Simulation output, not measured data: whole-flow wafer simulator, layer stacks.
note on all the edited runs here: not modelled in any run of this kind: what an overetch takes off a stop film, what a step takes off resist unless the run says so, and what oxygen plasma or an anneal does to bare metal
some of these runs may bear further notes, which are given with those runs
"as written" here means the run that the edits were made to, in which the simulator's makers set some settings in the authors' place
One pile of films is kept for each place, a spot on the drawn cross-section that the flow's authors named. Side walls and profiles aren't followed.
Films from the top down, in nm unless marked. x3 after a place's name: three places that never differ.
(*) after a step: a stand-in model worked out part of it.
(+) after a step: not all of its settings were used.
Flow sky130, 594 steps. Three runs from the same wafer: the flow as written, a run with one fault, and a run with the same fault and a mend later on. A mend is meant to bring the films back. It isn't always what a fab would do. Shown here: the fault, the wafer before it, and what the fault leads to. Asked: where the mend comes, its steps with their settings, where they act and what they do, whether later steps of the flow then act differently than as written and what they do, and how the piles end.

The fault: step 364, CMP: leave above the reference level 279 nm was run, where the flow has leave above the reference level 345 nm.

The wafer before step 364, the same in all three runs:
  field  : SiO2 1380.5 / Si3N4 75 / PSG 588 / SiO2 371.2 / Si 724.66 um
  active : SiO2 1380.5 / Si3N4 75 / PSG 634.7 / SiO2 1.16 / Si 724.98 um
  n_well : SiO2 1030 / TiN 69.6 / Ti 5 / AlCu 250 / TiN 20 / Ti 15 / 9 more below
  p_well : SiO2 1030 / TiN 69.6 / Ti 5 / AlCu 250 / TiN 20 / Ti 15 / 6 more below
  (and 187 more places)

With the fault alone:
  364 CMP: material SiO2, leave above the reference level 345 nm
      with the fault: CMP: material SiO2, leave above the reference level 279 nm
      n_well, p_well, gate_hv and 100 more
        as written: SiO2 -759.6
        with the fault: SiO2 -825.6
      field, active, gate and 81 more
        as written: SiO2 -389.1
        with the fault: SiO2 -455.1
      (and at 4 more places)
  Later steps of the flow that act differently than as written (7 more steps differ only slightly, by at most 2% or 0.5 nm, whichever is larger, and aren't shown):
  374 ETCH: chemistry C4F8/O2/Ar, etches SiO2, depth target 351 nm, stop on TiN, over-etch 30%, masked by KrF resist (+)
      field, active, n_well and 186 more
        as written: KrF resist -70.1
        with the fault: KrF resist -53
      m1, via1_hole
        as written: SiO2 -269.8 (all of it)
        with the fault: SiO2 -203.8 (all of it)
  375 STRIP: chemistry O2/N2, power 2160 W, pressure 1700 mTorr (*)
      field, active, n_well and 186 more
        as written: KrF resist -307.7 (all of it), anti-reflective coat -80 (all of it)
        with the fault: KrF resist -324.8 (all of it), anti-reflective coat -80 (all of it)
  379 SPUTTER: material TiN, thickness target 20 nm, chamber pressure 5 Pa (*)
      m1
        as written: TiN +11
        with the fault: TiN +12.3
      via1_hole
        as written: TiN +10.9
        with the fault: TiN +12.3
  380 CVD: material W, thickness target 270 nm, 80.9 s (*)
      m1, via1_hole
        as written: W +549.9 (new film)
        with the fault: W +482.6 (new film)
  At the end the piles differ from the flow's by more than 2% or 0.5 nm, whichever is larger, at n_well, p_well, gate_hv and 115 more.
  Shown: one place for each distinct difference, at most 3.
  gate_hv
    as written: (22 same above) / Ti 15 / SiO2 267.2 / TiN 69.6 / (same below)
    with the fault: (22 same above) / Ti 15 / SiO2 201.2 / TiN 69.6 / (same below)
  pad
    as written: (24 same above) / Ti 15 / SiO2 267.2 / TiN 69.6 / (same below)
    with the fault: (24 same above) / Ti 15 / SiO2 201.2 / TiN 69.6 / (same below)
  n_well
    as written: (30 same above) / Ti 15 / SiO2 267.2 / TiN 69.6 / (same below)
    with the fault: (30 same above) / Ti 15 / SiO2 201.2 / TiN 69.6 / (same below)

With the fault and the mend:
  The mend comes after step 364.
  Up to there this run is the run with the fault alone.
  364a HDPCVD: thickness target 66 nm (*) (the flow's step 363 once more, with other settings)
      field, active, n_well and 188 more
        SiO2 +66
  No later step of the flow acts differently than as written, at any place that is followed, by more than 2% or 0.5 nm, whichever is larger.
  At the end the piles are the same as the flow's at every place that both follow.
